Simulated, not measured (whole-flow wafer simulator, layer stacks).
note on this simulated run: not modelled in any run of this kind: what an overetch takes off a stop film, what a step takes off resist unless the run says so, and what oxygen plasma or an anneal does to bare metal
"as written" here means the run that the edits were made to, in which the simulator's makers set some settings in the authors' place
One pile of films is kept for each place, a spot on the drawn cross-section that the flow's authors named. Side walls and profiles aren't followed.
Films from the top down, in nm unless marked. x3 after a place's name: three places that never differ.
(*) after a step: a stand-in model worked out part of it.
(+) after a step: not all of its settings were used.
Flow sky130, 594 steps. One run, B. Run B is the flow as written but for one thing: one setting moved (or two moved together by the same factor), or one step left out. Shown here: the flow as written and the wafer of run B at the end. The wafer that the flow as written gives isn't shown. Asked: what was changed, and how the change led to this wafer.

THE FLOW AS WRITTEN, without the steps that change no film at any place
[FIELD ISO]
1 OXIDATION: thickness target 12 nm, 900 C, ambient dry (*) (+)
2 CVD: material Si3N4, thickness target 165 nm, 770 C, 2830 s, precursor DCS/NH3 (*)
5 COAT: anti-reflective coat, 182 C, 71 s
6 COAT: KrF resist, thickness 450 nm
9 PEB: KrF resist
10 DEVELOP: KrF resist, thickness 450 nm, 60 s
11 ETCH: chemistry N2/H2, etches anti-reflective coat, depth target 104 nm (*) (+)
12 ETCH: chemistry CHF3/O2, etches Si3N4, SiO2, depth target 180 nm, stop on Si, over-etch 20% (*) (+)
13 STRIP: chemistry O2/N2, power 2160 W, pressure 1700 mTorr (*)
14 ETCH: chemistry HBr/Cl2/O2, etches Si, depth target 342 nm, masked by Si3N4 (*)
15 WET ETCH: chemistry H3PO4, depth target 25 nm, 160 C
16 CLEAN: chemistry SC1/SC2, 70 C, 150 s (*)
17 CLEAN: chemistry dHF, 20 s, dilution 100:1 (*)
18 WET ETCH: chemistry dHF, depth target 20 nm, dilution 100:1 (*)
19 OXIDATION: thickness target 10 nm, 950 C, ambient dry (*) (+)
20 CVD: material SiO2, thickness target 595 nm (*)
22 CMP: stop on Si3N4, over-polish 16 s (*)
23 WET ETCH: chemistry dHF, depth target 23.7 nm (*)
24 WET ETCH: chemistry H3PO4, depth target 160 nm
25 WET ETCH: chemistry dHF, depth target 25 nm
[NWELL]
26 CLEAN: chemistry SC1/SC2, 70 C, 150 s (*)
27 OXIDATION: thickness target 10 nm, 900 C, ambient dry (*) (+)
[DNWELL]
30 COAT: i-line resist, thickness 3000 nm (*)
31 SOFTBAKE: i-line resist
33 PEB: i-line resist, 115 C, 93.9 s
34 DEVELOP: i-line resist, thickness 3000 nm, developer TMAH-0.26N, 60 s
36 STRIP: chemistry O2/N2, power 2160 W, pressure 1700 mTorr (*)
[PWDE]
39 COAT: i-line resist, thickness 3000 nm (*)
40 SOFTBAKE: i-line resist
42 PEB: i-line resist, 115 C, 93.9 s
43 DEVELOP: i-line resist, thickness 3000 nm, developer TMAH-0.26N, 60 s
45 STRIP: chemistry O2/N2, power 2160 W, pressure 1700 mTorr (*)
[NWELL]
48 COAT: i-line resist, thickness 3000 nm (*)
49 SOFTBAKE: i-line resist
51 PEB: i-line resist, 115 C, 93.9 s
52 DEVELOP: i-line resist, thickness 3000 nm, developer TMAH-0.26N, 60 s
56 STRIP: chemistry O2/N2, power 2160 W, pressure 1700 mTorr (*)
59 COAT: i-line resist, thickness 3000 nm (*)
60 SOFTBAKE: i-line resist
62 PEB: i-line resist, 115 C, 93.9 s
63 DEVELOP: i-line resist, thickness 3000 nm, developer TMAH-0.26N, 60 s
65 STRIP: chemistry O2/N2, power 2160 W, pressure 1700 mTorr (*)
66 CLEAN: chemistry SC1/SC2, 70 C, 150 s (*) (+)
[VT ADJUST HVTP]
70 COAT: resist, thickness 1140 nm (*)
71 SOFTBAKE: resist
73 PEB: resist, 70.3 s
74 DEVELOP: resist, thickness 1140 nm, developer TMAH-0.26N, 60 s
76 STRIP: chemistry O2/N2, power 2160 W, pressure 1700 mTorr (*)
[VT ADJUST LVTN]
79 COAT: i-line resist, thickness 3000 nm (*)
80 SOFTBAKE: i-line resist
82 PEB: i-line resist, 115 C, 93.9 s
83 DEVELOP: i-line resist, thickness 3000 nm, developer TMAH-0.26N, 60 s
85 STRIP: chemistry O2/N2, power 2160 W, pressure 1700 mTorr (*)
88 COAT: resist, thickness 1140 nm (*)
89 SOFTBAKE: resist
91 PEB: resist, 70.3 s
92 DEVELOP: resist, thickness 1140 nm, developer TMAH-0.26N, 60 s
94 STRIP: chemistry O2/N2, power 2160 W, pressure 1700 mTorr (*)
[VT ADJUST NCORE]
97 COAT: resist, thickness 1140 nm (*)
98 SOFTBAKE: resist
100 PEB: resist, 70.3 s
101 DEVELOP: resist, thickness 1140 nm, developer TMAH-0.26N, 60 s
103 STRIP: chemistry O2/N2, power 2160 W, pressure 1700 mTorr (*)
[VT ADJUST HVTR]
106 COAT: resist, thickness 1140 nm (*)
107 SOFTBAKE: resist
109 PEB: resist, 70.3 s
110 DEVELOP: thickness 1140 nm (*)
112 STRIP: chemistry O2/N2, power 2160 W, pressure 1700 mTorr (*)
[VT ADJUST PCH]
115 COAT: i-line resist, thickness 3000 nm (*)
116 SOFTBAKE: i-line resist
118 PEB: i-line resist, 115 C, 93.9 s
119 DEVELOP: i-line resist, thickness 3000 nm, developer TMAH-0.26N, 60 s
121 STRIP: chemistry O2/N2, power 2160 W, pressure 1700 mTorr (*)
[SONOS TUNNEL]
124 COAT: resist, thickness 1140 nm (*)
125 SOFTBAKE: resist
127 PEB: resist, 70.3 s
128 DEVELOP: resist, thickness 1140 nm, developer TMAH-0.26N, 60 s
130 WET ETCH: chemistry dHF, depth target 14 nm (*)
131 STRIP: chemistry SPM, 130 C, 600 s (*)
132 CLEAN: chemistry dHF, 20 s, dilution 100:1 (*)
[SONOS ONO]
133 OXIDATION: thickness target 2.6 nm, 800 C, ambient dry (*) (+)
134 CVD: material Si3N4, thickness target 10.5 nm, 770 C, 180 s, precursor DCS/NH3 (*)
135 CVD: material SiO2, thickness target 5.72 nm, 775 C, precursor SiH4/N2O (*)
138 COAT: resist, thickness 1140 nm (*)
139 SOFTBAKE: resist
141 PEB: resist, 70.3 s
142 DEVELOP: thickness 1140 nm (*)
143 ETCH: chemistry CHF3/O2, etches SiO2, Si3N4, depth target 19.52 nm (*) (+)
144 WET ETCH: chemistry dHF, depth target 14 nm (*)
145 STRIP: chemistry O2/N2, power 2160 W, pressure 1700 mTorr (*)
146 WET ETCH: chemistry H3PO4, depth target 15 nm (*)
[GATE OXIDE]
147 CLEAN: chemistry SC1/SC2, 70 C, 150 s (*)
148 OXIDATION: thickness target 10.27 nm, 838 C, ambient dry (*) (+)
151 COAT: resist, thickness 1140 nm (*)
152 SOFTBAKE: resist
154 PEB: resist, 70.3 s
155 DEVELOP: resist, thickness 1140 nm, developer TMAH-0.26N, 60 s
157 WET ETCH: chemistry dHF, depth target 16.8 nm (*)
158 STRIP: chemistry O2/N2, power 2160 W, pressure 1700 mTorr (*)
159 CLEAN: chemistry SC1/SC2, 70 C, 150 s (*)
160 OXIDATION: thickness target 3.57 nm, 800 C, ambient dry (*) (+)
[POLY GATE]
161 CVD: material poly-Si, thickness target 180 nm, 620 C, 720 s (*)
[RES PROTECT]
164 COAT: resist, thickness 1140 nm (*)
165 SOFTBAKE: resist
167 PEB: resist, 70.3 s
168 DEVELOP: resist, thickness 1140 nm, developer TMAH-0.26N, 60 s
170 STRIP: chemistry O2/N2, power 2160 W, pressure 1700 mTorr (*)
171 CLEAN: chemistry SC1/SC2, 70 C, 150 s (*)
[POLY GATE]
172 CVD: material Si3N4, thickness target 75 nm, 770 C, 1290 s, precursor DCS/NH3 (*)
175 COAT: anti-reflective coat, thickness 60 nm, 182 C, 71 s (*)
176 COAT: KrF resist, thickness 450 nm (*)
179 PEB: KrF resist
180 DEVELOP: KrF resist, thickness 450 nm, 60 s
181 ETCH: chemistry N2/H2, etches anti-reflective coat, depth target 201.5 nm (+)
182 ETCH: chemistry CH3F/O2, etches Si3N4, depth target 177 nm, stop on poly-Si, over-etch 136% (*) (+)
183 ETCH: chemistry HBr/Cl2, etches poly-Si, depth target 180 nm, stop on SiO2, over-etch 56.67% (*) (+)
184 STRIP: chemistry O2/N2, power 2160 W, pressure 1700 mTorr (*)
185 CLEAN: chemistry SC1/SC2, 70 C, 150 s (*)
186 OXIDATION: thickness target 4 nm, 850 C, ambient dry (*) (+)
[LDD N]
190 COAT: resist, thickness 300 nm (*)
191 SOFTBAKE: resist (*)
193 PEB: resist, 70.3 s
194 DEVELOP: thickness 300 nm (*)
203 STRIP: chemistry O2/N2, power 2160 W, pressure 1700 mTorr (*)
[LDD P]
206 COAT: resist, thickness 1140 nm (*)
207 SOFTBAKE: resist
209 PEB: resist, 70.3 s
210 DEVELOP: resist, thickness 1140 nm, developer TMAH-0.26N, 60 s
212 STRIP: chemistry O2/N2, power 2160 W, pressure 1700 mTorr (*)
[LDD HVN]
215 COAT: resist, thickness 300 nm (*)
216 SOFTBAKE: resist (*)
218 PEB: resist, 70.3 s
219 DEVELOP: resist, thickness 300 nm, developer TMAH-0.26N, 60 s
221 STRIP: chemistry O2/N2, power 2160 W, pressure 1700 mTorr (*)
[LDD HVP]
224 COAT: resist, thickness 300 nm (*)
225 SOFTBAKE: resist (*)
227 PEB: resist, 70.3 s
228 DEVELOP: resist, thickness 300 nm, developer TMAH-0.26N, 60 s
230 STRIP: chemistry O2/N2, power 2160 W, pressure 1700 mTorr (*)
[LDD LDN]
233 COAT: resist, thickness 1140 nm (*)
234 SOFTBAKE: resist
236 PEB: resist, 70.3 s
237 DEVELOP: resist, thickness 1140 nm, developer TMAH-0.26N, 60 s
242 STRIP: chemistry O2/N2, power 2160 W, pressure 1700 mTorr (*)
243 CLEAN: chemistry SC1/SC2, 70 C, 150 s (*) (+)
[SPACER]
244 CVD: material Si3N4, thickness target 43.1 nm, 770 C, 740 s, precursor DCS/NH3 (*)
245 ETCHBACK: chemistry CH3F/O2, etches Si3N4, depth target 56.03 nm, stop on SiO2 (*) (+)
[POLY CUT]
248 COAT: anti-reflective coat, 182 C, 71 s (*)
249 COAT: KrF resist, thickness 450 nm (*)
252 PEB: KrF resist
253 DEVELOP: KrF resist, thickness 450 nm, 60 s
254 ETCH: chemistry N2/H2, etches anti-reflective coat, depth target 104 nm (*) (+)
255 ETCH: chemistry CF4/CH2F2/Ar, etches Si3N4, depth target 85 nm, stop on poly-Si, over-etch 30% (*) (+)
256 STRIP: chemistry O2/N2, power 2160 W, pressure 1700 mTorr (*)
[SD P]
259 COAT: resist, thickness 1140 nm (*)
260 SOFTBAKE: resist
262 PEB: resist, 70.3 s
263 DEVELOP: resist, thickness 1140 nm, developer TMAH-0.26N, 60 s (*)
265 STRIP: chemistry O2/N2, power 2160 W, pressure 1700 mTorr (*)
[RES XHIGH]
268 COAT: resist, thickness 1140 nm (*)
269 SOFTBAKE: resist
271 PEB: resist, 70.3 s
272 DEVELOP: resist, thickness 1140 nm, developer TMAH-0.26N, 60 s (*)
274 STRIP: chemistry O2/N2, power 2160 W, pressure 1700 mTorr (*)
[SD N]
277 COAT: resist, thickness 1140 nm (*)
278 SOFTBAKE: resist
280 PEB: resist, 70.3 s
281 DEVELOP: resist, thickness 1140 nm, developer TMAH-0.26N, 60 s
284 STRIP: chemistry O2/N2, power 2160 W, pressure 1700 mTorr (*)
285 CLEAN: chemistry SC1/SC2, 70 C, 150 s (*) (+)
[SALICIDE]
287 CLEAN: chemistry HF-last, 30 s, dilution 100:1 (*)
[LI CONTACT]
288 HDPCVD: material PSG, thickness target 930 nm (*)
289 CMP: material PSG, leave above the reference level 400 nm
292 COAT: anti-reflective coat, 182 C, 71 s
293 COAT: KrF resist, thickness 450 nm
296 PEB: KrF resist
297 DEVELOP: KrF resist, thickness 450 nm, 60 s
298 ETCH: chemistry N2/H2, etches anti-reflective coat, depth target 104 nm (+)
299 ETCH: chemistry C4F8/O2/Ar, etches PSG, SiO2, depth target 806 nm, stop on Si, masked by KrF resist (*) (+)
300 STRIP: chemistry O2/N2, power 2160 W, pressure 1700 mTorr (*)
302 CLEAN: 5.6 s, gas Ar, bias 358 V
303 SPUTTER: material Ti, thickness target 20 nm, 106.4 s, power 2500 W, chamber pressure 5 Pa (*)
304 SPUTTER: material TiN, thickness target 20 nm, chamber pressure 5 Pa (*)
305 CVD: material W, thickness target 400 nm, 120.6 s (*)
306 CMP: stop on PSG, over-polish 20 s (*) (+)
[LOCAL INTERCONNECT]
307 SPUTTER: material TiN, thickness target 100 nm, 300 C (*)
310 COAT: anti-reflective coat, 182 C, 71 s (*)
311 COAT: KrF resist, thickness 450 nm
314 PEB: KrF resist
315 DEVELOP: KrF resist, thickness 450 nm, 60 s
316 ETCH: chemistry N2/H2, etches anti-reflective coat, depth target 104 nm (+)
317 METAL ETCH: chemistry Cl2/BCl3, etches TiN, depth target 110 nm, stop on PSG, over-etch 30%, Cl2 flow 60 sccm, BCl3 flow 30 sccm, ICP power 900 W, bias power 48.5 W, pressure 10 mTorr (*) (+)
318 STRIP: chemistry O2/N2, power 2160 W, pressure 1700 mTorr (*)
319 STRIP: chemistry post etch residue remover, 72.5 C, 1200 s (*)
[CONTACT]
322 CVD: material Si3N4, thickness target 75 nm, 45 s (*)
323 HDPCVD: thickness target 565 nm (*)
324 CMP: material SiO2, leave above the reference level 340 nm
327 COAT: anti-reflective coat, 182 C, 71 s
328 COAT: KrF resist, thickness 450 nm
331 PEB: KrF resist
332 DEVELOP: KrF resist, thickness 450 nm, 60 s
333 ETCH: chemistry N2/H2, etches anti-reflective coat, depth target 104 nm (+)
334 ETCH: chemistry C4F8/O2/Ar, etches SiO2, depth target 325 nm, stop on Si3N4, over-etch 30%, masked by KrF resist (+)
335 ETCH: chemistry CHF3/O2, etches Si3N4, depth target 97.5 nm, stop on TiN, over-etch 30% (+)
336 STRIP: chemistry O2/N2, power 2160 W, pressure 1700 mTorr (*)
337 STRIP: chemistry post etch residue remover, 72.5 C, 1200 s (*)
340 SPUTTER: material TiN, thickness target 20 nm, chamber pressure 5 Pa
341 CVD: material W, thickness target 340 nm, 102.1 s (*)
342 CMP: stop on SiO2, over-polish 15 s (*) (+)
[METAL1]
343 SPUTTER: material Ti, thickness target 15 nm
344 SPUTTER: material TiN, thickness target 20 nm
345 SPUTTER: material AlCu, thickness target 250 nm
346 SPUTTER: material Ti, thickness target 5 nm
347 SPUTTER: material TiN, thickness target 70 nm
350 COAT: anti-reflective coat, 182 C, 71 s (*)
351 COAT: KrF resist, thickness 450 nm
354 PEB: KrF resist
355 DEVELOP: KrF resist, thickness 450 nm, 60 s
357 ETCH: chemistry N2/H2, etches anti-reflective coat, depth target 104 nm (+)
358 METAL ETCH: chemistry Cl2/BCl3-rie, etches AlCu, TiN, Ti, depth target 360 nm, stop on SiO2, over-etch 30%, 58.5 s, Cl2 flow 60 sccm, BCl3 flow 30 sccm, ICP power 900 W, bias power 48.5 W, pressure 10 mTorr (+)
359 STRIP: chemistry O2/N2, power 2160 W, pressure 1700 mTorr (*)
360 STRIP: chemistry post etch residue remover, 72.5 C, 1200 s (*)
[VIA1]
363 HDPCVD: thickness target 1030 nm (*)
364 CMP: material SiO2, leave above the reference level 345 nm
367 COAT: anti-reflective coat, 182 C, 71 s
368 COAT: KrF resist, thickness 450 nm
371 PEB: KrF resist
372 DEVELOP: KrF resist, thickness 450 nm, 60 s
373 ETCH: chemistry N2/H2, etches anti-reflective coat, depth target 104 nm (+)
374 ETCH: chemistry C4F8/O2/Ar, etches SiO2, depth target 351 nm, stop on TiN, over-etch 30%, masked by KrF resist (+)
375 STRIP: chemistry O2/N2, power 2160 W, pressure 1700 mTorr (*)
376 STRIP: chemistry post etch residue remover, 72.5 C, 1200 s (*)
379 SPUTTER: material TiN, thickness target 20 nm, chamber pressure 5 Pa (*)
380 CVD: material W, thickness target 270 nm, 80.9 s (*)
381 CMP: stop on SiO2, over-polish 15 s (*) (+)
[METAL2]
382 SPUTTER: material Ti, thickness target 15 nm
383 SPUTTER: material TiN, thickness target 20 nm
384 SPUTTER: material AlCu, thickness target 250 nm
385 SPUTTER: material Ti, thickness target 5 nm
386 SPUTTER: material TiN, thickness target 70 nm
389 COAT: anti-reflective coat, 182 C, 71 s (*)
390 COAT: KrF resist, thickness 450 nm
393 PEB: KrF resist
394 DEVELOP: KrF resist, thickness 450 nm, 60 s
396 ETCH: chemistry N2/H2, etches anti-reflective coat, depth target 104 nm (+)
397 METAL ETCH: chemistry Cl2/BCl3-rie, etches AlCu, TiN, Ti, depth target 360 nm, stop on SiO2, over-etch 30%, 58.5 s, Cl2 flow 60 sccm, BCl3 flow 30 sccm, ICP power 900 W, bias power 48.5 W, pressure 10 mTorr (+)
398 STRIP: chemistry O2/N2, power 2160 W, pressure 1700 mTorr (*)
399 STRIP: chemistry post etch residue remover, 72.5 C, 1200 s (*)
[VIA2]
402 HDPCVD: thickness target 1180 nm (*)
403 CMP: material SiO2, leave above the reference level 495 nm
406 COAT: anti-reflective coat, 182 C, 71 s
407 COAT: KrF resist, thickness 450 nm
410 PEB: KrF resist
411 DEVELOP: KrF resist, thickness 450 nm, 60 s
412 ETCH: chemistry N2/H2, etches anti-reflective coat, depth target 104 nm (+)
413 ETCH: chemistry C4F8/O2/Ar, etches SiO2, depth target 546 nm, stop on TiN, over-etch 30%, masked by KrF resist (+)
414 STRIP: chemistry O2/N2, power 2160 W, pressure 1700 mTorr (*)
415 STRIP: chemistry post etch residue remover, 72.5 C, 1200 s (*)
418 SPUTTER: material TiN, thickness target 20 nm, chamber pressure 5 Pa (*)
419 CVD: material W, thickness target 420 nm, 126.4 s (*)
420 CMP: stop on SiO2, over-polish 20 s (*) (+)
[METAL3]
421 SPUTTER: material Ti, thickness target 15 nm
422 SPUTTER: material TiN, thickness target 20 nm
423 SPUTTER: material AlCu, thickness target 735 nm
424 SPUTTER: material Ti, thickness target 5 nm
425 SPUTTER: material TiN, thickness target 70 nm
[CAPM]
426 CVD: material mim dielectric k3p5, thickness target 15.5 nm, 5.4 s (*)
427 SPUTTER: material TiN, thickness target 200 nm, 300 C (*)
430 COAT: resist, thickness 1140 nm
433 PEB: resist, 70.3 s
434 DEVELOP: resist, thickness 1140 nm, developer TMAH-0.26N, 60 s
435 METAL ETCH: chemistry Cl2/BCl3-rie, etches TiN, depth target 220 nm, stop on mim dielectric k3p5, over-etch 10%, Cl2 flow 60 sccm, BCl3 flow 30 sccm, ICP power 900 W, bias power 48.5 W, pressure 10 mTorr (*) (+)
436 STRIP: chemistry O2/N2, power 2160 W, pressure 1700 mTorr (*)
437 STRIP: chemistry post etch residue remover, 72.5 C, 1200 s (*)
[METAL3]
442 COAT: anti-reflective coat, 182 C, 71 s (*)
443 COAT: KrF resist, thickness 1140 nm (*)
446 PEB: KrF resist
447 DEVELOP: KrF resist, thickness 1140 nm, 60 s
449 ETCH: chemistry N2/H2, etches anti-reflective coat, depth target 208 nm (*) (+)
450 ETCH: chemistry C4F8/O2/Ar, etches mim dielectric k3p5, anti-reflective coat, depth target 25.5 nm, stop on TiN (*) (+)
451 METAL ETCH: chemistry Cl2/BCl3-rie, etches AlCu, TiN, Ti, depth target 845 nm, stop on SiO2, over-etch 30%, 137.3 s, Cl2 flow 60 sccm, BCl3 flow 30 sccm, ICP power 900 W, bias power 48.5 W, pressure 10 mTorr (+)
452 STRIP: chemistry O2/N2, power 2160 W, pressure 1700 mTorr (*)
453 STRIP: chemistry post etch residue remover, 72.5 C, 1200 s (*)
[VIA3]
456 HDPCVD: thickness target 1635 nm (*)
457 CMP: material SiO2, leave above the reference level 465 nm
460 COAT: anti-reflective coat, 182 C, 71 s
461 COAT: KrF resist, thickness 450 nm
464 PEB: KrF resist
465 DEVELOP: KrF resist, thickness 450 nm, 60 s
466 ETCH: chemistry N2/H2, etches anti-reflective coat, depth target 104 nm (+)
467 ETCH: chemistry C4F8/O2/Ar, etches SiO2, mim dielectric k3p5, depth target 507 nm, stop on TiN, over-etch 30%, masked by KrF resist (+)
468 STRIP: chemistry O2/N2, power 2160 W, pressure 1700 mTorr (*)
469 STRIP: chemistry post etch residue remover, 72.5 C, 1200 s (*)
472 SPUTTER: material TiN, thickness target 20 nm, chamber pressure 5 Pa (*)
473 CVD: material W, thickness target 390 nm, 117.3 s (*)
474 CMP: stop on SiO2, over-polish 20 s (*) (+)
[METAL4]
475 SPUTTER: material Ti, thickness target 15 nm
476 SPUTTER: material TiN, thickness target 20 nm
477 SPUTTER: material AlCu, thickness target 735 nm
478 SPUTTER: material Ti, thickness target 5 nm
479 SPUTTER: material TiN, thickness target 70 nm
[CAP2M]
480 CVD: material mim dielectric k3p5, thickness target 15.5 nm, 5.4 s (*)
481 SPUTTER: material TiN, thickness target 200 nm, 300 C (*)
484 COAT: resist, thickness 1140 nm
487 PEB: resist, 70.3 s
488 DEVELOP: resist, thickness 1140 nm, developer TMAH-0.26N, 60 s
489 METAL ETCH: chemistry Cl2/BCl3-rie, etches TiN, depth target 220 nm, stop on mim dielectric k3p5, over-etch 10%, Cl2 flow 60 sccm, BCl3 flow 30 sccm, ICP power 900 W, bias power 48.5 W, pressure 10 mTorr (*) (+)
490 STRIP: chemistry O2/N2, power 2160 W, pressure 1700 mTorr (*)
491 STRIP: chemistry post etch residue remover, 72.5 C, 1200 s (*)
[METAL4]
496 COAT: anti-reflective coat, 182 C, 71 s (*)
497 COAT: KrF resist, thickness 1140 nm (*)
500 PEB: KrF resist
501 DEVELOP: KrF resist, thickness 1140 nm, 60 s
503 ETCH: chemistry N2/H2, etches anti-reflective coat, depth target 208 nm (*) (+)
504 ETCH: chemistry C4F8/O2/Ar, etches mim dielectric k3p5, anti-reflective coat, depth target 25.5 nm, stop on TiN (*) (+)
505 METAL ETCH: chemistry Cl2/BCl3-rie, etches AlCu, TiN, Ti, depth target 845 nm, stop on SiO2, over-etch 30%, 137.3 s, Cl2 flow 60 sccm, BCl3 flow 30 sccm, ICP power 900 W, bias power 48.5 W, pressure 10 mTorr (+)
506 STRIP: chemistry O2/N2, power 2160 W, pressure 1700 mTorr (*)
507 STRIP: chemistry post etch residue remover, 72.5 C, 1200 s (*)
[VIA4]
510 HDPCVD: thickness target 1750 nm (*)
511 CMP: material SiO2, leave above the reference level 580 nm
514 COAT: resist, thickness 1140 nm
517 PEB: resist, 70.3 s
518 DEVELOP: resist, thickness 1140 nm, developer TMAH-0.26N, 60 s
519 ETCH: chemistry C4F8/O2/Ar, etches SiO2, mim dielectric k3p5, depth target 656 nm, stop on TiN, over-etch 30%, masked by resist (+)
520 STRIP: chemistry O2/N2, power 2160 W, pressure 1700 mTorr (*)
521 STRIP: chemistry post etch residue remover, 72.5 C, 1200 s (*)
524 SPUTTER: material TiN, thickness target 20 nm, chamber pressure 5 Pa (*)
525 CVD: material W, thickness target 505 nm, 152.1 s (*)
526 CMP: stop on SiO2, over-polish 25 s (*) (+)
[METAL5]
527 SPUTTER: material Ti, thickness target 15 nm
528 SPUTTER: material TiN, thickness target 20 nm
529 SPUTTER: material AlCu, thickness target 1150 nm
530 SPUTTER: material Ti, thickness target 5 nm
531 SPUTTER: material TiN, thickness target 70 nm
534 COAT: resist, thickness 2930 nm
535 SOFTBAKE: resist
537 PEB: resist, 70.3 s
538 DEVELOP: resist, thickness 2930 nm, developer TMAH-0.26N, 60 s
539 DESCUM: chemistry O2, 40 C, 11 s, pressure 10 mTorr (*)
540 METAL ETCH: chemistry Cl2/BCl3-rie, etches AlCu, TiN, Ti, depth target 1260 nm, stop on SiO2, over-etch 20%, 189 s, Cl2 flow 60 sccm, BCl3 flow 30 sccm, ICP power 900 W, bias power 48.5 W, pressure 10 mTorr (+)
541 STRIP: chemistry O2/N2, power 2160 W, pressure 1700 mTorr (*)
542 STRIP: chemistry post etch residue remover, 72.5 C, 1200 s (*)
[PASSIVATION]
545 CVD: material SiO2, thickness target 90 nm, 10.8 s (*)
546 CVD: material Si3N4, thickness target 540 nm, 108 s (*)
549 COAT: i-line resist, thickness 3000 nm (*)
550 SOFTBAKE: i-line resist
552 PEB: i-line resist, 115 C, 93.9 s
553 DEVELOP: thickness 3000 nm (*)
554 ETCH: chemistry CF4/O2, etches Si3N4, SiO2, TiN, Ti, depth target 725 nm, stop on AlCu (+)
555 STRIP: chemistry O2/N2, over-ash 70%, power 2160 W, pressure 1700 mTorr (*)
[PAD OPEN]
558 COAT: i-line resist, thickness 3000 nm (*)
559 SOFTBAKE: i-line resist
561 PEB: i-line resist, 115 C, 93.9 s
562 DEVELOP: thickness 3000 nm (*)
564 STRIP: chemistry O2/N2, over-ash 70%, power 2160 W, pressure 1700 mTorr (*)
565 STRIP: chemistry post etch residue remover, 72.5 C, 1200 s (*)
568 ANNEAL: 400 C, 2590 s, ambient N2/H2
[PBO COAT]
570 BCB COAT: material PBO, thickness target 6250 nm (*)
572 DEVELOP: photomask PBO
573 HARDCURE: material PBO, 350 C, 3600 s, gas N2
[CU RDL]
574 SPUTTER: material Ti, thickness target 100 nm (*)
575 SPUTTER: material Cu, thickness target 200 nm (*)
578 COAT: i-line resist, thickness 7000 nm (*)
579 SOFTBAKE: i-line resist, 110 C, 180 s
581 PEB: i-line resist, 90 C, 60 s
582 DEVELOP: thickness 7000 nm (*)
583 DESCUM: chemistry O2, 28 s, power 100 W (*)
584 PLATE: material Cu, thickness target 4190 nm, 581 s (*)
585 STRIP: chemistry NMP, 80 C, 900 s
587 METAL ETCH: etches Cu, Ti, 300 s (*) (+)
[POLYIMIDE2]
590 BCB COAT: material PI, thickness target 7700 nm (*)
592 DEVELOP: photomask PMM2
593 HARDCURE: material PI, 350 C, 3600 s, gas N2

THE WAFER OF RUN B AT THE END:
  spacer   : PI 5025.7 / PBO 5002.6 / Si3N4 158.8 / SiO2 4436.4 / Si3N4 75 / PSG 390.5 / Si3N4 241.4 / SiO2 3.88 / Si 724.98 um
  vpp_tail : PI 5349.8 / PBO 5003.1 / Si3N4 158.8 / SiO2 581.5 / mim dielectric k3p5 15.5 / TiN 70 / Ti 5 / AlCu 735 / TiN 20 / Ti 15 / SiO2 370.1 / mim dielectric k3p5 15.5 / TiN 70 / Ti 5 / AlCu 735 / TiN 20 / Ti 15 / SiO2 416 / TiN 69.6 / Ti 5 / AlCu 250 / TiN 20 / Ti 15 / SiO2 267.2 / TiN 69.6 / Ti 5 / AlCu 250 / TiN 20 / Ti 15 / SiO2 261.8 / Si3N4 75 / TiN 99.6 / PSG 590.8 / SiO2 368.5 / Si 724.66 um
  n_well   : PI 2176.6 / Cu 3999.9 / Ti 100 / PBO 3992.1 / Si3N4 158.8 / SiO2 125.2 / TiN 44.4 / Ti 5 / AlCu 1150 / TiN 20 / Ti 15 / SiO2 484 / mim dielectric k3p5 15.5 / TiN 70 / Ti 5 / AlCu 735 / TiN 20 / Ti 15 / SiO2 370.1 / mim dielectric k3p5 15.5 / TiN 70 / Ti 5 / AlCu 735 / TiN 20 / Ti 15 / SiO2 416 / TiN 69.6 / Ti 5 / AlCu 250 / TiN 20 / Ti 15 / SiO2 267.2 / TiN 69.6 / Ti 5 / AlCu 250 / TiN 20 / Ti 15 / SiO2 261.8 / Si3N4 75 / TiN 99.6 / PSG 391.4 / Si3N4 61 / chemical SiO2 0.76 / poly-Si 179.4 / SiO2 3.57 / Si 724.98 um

The cause: step 531, SPUTTER: thickness target 44.8 nm was run, where the flow has thickness target 70 nm.

How the change led to this, step by step:
  531 SPUTTER: material TiN, thickness target 70 nm
      field, active, n_well and 190 more: TiN +44.8 (new film) (as written it would be: TiN +70 (new film))
  540 METAL ETCH: chemistry Cl2/BCl3-rie, etches AlCu, TiN, Ti, depth target 1260 nm, stop on SiO2, over-etch 20%, 189 s, Cl2 flow 60 sccm, BCl3 flow 30 sccm, ICP power 900 W, bias power 48.5 W, pressure 10 mTorr (+)
      field, active, gate and 175 more: TiN -44.8 (all of it), Ti -5 (all of it), AlCu -1150 (all of it), TiN -20 (all of it), Ti -15 (all of it), SiO2 -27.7 (as written it would be: TiN -70 (all of it), Ti -5 (all of it), AlCu -1150 (all of it), TiN -20 (all of it), Ti -15 (all of it), SiO2 -25.2)
  550 SOFTBAKE: i-line resist
      gate: i-line resist -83 (as written it would be: i-line resist -85.5)
      spacer: i-line resist -94.7 (as written it would be: i-line resist -97.5)
      (and at 49 more places)
  554 ETCH: chemistry CF4/O2, etches Si3N4, SiO2, TiN, Ti, depth target 725 nm, stop on AlCu (+)
      field, active, n_well and 189 more: i-line resist -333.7 (as written it would be: i-line resist -358.9)
      pad: Si3N4 -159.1 (all of it), SiO2 -125.2 (all of it), TiN -44.4 (all of it), Ti -5 (all of it) (as written it would be: Si3N4 -159.1 (all of it), SiO2 -125.2 (all of it), TiN -69.6 (all of it), Ti -5 (all of it))
  555 STRIP: chemistry O2/N2, over-ash 70%, power 2160 W, pressure 1700 mTorr (*)
      n_well, p_well, sd_n, sd_p: i-line resist -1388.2 (all of it) (as written it would be: i-line resist -1340.8 (all of it))
      m1: i-line resist -1411 (all of it) (as written it would be: i-line resist -1364.1 (all of it))
      (and at 8 more places)
  559 SOFTBAKE: i-line resist
      gate: i-line resist -83 (as written it would be: i-line resist -85.5)
      gate_hv: i-line resist +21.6 (as written it would be: i-line resist +22.2)
      (and at 52 more places)
  579 SOFTBAKE: i-line resist, 110 C, 180 s
      m5_stack_ln: i-line resist -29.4 (as written it would be: i-line resist -30)
